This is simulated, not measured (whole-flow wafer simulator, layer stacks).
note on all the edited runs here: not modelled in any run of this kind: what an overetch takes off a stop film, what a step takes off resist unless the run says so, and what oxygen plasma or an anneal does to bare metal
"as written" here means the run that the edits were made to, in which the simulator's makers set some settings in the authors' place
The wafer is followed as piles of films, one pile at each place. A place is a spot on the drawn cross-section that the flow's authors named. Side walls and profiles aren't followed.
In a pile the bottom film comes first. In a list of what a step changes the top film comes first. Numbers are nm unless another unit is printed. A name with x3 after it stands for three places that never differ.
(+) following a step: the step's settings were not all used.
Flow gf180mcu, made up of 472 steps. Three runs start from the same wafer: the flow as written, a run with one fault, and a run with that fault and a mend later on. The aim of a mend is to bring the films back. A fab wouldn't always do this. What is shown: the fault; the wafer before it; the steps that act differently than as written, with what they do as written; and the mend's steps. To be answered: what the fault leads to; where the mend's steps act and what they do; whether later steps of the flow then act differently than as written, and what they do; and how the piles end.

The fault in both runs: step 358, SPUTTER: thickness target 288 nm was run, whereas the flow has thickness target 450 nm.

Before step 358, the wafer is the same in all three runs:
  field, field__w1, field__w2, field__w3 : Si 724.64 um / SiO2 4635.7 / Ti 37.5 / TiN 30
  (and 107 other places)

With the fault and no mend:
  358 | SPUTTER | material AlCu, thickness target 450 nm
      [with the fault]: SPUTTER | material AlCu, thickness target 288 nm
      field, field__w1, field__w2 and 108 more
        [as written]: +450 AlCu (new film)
        [with the fault]: +288 AlCu (new film)
  Later steps of the flow acting differently than as written (1 other step is not shown; it differs only slightly, by no more than 2% or 0.5 nm, whichever is larger):
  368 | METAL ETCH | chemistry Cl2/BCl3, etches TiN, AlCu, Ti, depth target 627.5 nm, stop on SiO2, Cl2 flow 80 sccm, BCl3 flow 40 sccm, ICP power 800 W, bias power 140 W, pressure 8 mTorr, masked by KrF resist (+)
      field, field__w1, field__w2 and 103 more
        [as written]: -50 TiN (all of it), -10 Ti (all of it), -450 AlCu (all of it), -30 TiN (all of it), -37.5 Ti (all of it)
        [with the fault]: -50 TiN (all of it), -10 Ti (all of it), -288 AlCu (all of it), -30 TiN (all of it), -37.5 Ti (all of it)
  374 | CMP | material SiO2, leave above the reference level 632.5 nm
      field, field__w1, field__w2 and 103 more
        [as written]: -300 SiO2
        [with the fault]: -462 SiO2
  By the end, the piles at field__w4, field__w8, active and 60 more depart from the flow's by more than 2% or 0.5 nm, whichever is larger.
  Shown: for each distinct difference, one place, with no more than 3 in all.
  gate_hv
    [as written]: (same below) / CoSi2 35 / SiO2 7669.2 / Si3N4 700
    [with the fault]: (same below) / CoSi2 35 / SiO2 7507.2 / Si3N4 700
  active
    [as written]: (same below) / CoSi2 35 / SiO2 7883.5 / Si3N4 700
    [with the fault]: (same below) / CoSi2 35 / SiO2 7721.5 / Si3N4 700
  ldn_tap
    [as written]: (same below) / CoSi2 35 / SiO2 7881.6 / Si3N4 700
    [with the fault]: (same below) / CoSi2 35 / SiO2 7719.6 / Si3N4 700

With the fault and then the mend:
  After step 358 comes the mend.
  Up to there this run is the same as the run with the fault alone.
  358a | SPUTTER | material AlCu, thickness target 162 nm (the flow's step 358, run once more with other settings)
      field, field__w1, field__w2 and 108 more
        +162 AlCu
  Later steps of the flow that are run all act as written at every place that is followed.
  By the end, the piles equal the flow's at every place that both follow.
